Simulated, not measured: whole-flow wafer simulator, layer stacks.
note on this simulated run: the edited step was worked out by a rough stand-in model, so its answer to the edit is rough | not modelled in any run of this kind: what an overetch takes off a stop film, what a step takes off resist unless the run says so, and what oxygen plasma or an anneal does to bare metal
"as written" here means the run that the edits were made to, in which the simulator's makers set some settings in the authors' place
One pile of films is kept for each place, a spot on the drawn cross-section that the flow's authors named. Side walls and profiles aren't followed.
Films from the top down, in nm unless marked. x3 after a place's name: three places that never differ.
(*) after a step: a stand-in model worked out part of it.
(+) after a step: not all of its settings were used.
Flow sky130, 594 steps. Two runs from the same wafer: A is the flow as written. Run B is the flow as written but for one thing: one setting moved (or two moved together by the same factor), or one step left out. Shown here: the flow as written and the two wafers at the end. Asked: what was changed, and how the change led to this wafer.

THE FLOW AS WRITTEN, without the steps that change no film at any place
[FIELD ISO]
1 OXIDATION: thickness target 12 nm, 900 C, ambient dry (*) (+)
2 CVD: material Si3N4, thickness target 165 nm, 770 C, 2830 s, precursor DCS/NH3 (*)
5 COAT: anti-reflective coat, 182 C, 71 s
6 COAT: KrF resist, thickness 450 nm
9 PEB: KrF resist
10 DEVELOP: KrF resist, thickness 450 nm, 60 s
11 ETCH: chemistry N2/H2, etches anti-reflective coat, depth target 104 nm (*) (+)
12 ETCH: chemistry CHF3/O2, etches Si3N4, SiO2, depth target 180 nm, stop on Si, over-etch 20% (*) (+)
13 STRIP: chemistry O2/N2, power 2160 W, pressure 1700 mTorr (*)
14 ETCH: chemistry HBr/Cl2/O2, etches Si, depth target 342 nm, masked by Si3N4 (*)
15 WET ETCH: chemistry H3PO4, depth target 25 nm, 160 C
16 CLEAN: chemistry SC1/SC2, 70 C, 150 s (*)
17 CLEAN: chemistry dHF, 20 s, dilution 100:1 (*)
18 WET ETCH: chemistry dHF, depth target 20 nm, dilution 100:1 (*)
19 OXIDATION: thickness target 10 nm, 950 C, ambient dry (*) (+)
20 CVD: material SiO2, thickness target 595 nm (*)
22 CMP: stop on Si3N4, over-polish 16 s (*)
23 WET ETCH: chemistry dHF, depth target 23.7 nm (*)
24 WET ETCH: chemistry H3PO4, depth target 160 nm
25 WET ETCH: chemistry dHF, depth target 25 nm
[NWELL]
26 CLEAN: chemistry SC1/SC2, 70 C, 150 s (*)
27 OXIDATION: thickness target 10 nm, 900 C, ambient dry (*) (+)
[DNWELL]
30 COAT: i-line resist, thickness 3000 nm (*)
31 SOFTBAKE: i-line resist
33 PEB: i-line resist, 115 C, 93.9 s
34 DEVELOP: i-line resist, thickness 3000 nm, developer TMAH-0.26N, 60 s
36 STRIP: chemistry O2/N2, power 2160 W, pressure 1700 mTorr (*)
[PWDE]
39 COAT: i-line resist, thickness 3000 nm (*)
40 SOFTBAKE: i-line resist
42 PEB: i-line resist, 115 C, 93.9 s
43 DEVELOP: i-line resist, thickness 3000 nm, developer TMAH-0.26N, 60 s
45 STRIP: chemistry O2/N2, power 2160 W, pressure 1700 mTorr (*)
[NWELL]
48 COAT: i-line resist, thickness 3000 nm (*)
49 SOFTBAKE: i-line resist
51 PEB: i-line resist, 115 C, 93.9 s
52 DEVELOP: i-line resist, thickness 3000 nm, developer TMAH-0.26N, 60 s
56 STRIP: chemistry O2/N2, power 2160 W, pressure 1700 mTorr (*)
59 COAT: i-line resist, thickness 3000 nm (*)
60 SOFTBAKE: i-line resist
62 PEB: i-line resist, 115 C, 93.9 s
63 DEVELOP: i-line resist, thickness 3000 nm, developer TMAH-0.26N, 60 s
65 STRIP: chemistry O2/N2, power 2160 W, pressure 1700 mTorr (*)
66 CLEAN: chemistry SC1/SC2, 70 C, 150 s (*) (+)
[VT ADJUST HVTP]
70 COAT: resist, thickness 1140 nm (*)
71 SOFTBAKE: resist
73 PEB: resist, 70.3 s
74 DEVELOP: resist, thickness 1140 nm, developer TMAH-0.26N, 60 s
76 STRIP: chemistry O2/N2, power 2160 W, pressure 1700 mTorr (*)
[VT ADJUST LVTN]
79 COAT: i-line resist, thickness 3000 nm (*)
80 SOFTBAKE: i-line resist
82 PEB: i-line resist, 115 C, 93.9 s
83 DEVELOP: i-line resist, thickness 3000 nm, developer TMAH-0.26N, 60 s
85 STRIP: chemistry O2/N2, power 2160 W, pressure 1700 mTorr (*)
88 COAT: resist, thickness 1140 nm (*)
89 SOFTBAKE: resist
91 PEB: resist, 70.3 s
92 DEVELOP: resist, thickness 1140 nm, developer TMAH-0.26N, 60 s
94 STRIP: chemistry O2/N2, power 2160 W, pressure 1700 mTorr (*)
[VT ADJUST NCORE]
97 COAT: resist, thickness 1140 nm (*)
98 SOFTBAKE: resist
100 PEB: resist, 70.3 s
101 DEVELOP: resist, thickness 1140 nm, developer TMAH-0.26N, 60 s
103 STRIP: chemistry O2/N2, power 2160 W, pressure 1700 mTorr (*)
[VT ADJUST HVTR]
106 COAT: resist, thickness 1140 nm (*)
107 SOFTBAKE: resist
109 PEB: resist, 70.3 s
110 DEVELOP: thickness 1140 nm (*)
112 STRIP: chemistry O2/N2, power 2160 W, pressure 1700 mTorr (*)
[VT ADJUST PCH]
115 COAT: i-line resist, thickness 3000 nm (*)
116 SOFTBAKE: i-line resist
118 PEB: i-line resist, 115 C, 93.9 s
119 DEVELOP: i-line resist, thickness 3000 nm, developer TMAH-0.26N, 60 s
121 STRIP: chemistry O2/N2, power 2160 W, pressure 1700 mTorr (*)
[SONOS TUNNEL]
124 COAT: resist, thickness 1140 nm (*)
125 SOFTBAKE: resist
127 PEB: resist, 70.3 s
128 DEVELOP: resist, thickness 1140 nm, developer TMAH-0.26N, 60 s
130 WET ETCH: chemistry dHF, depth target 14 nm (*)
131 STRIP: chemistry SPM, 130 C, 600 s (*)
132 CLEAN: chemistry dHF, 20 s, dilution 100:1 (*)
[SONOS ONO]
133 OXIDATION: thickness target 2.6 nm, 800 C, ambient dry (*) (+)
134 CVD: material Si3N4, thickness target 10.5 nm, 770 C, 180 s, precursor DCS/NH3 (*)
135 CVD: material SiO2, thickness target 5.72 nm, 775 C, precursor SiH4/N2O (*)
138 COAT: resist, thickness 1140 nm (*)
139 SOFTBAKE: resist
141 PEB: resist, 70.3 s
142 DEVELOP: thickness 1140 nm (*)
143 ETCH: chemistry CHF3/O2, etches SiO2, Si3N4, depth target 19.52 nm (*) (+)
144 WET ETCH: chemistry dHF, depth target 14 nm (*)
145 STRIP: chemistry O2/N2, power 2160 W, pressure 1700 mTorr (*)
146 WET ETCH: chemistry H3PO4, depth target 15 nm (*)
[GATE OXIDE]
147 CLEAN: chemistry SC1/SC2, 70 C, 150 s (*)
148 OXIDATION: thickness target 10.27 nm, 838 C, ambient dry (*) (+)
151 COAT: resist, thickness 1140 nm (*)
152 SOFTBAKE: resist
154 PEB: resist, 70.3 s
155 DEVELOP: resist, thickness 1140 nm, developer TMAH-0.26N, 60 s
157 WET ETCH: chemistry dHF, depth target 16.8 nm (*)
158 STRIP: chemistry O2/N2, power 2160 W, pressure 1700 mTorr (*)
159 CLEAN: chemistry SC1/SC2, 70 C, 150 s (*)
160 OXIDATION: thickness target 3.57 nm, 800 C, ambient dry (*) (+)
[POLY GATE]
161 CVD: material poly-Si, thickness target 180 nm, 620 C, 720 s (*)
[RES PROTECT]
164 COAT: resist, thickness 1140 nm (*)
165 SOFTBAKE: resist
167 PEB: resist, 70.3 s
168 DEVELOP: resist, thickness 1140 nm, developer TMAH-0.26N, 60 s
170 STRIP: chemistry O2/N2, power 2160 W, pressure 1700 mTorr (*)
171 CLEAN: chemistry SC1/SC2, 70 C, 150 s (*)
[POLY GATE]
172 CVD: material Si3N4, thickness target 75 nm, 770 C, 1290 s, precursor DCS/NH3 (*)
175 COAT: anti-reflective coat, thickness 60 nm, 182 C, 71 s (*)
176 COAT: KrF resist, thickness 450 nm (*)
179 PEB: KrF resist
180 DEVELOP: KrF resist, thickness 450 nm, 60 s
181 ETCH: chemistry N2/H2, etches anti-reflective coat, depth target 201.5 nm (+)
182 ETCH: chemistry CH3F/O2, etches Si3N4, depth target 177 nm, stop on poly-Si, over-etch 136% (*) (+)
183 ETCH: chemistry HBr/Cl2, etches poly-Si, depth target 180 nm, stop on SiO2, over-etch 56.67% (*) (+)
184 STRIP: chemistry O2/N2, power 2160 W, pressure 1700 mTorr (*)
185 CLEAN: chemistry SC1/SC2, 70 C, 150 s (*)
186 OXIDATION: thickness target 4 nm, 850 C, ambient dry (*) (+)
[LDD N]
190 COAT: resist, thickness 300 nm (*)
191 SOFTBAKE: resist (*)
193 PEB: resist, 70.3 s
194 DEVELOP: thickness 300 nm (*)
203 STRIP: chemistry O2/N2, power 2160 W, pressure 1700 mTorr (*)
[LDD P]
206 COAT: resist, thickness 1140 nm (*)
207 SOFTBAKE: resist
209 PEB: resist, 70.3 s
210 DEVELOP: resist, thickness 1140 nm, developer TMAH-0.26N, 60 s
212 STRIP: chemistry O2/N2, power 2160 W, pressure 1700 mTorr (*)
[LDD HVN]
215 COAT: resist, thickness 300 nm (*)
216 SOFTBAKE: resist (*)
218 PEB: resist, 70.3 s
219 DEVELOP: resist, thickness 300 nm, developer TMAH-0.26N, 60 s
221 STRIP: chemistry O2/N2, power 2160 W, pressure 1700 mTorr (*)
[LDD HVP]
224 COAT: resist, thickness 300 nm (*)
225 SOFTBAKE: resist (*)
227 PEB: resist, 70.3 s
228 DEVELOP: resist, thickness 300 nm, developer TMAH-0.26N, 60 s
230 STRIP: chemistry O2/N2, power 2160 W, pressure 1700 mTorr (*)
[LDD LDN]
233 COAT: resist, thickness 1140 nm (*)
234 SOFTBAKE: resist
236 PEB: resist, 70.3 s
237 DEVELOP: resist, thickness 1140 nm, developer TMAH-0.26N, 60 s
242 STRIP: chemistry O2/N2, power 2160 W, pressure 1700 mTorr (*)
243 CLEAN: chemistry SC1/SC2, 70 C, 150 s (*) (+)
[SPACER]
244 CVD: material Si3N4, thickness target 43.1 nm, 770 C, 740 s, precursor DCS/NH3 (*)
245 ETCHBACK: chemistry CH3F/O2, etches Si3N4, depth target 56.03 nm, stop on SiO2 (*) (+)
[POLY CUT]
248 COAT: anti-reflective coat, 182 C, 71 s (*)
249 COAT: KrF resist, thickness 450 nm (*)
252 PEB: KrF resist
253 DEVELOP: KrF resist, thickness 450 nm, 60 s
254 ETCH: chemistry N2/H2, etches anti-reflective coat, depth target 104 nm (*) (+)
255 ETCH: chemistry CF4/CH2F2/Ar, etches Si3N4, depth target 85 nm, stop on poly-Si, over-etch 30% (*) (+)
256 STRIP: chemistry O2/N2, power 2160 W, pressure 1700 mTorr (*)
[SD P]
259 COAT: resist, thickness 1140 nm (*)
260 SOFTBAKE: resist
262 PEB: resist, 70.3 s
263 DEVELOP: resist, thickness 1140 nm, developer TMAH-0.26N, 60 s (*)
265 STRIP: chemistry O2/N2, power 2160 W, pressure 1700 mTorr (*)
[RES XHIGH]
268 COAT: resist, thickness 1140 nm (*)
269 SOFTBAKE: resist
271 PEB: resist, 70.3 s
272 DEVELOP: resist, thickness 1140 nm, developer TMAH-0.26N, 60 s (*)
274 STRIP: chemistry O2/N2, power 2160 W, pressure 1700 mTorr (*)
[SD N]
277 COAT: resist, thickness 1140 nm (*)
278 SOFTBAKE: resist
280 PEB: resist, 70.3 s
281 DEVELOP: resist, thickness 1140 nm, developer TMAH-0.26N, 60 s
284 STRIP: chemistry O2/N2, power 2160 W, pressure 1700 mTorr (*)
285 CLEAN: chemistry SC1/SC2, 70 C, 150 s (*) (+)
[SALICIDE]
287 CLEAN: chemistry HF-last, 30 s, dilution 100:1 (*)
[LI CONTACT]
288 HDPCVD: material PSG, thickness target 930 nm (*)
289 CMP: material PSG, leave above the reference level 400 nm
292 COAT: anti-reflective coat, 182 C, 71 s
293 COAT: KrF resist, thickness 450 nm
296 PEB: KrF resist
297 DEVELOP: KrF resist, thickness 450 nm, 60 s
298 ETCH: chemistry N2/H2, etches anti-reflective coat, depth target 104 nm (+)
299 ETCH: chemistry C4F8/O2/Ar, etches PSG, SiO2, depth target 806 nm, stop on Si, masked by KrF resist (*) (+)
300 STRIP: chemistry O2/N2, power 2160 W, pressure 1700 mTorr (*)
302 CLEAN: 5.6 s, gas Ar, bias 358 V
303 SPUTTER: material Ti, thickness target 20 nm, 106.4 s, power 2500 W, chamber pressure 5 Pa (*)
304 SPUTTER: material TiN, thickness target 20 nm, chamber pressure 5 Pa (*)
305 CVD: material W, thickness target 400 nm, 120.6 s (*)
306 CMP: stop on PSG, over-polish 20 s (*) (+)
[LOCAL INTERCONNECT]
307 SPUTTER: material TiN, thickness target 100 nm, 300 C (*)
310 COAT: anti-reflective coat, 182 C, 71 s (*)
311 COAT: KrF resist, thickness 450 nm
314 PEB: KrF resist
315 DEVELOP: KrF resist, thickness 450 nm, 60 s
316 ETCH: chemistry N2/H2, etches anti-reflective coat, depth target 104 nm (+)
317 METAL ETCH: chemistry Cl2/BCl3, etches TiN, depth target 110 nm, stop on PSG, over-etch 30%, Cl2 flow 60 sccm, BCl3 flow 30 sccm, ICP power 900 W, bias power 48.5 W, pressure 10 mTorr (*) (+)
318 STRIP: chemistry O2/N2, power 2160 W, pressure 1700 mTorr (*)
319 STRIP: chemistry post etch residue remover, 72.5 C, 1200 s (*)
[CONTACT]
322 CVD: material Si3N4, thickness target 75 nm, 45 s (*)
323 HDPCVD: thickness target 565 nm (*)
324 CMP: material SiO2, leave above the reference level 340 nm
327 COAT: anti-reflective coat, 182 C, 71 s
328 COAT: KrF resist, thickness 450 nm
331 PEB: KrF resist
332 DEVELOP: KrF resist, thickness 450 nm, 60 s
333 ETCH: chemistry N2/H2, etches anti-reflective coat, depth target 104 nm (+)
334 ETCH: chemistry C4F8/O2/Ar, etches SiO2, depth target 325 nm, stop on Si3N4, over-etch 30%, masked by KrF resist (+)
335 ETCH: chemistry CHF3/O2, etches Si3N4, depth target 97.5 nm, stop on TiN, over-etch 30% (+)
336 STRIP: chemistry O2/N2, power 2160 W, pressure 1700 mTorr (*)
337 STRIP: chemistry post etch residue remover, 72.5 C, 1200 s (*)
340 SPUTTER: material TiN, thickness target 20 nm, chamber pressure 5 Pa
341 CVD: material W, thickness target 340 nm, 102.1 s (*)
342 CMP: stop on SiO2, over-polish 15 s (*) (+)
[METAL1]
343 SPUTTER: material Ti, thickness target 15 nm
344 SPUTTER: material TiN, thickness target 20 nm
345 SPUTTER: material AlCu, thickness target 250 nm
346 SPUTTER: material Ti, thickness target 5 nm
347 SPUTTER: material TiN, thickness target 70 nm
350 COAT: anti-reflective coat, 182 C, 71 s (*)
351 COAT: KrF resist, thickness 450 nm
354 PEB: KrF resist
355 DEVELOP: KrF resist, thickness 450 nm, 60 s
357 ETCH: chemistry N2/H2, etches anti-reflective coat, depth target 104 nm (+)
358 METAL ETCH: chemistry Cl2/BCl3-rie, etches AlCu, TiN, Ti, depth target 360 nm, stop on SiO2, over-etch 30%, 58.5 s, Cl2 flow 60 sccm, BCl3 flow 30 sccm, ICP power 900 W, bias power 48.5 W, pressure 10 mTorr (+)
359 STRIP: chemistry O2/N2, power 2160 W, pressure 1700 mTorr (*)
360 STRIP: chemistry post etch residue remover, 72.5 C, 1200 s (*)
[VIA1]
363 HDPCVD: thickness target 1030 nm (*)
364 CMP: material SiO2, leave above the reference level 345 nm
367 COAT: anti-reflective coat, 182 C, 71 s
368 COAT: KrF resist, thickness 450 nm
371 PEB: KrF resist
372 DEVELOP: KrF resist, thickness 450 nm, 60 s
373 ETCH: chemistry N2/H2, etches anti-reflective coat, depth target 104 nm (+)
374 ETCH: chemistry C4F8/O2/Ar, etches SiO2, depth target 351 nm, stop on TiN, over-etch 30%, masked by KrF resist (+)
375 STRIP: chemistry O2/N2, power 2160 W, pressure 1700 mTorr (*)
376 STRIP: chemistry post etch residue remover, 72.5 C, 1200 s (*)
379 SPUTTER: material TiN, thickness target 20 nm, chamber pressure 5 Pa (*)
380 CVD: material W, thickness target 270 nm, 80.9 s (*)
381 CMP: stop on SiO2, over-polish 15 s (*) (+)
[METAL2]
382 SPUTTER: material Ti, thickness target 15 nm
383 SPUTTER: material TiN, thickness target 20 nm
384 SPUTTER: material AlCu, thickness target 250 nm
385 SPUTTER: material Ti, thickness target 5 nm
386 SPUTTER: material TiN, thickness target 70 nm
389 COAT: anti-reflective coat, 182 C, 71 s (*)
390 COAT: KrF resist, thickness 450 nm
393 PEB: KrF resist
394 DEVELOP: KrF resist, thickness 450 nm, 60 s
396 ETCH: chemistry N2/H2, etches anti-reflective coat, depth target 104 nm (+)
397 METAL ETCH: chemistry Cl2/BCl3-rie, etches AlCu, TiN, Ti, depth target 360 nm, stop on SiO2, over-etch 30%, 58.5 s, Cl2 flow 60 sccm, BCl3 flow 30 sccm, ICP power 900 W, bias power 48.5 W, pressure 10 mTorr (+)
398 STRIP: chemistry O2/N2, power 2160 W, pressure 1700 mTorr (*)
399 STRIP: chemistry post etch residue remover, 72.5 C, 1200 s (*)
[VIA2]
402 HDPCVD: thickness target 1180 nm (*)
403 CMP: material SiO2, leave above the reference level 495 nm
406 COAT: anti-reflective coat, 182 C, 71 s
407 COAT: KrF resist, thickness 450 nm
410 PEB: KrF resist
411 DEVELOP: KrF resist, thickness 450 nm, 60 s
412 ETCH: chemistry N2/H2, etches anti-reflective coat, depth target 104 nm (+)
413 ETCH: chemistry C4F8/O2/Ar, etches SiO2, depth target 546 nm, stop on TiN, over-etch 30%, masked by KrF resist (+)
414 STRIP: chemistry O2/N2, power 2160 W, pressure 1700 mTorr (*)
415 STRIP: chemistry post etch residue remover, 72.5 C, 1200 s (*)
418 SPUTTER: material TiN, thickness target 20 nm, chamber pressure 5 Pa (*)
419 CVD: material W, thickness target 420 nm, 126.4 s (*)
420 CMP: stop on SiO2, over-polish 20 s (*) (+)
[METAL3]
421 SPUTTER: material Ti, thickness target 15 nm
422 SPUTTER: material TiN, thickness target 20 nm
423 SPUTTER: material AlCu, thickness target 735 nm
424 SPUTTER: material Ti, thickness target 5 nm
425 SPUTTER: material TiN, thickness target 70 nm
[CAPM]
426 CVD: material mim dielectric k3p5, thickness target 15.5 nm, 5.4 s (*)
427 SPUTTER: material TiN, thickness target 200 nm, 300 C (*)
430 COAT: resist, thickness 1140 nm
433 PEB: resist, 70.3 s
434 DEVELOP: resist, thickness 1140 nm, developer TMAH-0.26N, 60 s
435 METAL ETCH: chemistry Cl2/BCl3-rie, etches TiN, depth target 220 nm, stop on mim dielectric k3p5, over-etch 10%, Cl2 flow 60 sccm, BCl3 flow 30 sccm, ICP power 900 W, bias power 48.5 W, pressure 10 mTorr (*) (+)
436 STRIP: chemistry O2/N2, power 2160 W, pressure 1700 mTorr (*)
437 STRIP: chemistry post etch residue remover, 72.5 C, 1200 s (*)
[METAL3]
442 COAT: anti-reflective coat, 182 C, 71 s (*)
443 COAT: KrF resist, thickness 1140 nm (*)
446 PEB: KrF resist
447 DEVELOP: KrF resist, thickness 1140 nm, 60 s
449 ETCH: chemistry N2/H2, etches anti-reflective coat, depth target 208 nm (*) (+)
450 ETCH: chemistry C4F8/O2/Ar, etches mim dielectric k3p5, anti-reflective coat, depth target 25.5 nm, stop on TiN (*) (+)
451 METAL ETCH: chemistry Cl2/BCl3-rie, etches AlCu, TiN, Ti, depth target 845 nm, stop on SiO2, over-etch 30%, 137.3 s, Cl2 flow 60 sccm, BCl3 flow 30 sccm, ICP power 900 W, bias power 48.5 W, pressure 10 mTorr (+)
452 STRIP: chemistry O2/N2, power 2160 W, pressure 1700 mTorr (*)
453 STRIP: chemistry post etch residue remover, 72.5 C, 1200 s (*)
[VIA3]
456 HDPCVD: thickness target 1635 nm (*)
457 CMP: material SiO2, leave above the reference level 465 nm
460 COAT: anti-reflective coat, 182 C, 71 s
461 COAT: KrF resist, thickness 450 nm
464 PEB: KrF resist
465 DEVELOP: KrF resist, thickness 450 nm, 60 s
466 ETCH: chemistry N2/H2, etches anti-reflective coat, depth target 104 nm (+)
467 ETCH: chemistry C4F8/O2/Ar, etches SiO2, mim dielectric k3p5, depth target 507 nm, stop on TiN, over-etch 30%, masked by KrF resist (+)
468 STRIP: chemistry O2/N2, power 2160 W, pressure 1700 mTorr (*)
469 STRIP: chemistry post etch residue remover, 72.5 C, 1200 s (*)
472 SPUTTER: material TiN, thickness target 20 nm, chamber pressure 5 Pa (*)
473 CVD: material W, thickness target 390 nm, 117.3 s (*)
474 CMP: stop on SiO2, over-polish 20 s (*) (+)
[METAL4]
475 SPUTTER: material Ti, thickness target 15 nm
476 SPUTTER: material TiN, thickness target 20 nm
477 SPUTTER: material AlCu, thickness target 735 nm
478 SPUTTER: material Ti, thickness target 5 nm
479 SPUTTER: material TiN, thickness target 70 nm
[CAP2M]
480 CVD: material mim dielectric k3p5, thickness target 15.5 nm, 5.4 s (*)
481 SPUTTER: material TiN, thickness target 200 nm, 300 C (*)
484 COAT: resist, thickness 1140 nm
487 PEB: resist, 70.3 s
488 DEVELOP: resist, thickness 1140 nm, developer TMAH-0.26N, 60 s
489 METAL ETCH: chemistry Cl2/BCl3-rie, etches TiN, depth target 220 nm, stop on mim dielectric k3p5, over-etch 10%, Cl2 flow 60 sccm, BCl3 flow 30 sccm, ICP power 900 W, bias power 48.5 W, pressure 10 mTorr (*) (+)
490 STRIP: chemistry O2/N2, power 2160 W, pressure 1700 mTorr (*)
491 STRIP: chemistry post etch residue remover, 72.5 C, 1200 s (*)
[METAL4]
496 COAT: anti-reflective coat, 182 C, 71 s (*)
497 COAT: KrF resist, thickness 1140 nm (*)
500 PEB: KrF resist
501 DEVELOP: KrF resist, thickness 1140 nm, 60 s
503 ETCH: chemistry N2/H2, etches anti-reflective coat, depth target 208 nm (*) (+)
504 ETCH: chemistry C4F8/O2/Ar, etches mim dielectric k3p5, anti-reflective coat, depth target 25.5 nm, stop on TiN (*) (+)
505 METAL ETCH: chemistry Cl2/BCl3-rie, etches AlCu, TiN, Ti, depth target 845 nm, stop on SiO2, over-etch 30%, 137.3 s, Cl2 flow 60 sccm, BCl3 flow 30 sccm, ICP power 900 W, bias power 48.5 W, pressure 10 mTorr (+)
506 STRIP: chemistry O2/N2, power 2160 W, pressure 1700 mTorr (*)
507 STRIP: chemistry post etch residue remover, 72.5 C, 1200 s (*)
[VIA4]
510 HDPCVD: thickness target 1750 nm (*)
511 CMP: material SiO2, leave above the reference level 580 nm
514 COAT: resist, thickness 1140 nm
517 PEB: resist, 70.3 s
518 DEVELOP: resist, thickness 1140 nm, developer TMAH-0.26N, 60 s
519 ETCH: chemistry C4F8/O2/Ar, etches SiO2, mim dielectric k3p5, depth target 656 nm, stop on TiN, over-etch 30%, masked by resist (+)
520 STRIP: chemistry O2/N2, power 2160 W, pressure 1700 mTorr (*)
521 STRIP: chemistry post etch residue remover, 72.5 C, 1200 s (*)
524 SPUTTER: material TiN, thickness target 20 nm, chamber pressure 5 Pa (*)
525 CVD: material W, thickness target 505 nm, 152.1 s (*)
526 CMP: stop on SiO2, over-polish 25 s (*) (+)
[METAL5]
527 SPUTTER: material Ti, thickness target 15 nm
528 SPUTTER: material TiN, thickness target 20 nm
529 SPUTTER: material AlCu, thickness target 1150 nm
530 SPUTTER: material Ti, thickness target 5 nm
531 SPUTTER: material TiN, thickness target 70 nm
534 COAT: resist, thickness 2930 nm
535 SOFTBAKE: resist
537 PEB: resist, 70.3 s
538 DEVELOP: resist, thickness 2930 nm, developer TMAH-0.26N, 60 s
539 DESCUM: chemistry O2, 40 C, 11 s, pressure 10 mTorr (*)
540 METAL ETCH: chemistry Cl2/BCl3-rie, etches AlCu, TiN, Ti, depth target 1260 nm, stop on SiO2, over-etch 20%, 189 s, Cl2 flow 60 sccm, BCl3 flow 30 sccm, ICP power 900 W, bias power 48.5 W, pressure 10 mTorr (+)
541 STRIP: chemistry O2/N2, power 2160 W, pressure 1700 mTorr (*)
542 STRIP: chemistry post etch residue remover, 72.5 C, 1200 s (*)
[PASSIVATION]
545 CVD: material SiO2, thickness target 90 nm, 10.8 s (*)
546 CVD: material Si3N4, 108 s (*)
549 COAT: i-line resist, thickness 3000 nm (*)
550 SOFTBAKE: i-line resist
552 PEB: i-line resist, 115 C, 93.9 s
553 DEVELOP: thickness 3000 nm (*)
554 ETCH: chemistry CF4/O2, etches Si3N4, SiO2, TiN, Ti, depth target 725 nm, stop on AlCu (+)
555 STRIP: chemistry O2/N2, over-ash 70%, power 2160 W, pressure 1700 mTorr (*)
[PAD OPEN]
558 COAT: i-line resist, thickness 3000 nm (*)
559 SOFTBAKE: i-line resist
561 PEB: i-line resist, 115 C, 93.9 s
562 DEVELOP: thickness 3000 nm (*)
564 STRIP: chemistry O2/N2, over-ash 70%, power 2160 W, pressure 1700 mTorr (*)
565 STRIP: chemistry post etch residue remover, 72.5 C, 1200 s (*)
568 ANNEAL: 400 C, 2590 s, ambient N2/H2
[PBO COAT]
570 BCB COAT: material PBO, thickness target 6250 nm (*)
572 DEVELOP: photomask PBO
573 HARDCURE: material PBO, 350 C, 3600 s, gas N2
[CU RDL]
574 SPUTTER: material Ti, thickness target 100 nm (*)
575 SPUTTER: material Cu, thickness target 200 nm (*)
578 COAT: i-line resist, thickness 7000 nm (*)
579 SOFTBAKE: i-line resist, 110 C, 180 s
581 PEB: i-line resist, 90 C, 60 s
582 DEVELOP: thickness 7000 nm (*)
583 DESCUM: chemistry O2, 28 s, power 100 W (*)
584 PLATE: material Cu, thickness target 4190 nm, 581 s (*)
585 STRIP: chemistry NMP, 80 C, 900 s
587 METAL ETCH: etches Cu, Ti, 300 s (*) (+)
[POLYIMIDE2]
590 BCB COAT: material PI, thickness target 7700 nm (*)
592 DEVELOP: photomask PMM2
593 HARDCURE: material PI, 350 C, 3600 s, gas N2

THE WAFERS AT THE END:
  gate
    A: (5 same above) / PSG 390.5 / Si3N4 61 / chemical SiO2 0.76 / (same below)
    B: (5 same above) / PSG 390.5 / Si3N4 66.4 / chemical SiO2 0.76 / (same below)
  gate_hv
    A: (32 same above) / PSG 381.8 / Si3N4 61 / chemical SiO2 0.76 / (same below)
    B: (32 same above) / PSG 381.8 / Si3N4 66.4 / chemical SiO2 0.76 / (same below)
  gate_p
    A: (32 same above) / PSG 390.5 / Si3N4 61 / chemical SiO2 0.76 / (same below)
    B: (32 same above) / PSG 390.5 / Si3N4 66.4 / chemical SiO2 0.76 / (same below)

The cause: step 244, CVD: thickness target 48.5 nm was run, where the flow has thickness target 43.1 nm; step 244, CVD: 832 s was run, where the flow has 740 s.

How the change led to this, step by step:
  244 CVD: material Si3N4, thickness target 43.1 nm, 770 C, 740 s, precursor DCS/NH3 (*)
      field, active, p_well and 101 more: A Si3N4 +43.1 (new film) | B Si3N4 +48.5 (new film)
      n_well, gate, gate_hv and 74 more: A Si3N4 +43.1 | B Si3N4 +48.5
  245 ETCHBACK: chemistry CH3F/O2, etches Si3N4, depth target 56.03 nm, stop on SiO2 (*) (+)
      field, active, p_well and 101 more: A Si3N4 -43.1 (all of it), SiO2 -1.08 | B Si3N4 -48.5 (all of it), SiO2 -0.63
  248 COAT: anti-reflective coat, 182 C, 71 s (*)
      gate_hv: A anti-reflective coat +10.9 (new film) | B anti-reflective coat +9.93 (new film)
      m1: A anti-reflective coat +16.3 (new film) | B anti-reflective coat +15.1 (new film)
      (and at 38 more places)
  254 ETCH: chemistry N2/H2, etches anti-reflective coat, depth target 104 nm (*) (+)
      rxpo_ln: A anti-reflective coat -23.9 (all of it), Si3N4 -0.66 | B anti-reflective coat -25.5 (all of it), Si3N4 -0.64
  255 ETCH: chemistry CF4/CH2F2/Ar, etches Si3N4, depth target 85 nm, stop on poly-Si, over-etch 30% (*) (+)
      field, active, n_well and 180 more: A KrF resist -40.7 | B KrF resist -42.5
      rpo_wd, rxpo_wd: A Si3N4 -61.6 (all of it), chemical SiO2 -0.75 (all of it) | B Si3N4 -67 (all of it), chemical SiO2 -0.75 (all of it)
      (and at 5 more places)
  256 STRIP: chemistry O2/N2, power 2160 W, pressure 1700 mTorr (*)
      n_well: A KrF resist -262 (all of it), anti-reflective coat -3 (all of it) | B KrF resist -255.8 (all of it), anti-reflective coat -3 (all of it)
      gate_hv: A KrF resist -314.7 (all of it), anti-reflective coat -10.9 (all of it) | B KrF resist -311.7 (all of it), anti-reflective coat -9.93 (all of it)
      (and at 41 more places)
  260 SOFTBAKE: resist
      field_nw: A resist +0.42 | B resist +1.58
  269 SOFTBAKE: resist
      field_nw: A resist +0.42 | B resist +1.58
  278 SOFTBAKE: resist
      field_nw: A resist +0.42 | B resist +1.58
  306 CMP: stop on PSG, over-polish 20 s (*) (+)
      poly_licon: A W -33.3 | B W -27.9
